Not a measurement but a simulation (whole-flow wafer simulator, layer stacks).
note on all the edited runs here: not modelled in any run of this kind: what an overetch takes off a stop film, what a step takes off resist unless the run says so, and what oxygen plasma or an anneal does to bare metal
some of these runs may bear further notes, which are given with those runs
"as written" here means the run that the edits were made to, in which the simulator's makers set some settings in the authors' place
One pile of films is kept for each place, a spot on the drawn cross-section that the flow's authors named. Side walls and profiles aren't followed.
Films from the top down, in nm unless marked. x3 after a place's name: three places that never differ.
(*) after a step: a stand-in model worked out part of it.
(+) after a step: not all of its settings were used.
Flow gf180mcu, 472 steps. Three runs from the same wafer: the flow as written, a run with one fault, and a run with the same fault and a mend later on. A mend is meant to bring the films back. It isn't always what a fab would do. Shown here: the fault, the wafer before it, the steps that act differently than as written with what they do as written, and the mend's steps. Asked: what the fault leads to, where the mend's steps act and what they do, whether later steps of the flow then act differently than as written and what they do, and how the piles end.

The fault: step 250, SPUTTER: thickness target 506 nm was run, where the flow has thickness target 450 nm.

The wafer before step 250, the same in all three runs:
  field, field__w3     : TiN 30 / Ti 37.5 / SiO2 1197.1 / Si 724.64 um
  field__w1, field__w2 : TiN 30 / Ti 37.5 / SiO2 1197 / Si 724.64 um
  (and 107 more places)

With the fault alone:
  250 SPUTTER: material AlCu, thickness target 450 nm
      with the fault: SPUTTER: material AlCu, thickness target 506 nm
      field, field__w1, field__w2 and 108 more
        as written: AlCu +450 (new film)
        with the fault: AlCu +506 (new film)
  Later steps of the flow that act differently than as written:
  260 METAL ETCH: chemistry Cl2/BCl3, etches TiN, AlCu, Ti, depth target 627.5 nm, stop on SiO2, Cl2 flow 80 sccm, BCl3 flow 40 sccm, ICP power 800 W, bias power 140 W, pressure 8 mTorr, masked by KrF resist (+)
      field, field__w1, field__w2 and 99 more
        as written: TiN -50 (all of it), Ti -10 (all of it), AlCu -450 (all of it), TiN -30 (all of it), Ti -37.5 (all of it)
        with the fault: TiN -50 (all of it), Ti -10 (all of it), AlCu -506 (all of it), TiN -30 (all of it), Ti -31.5
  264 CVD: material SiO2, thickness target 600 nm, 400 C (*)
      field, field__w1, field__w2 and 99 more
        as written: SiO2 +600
        with the fault: SiO2 +600 (new film)
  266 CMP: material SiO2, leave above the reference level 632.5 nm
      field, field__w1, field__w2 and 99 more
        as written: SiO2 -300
        with the fault: SiO2 -250
  At the end the piles differ from the flow's by more than 2% or 0.5 nm, whichever is larger, at field, field__w1, field__w2 and 109 more.
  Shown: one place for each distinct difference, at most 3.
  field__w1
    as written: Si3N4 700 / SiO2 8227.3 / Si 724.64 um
    with the fault: Si3N4 700 / SiO2 7080.2 / Ti 6 / SiO2 1197 / Si 724.64 um
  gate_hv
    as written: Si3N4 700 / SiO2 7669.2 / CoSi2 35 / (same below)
    with the fault: Si3N4 700 / SiO2 7080.2 / Ti 6 / SiO2 638.9 / CoSi2 35 / (same below)
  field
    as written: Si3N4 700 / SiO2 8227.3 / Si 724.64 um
    with the fault: Si3N4 700 / SiO2 7080.2 / Ti 6 / SiO2 1197.1 / Si 724.64 um

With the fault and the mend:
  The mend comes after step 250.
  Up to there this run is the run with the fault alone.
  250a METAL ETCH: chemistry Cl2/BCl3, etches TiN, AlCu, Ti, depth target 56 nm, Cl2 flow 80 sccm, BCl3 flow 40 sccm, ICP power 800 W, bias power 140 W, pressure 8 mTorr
      field, field__w1, field__w2 and 108 more
        AlCu -56
  No later step of the flow acts differently than as written at any place that is followed.
  At the end the piles are the same as the flow's at every place that both follow.
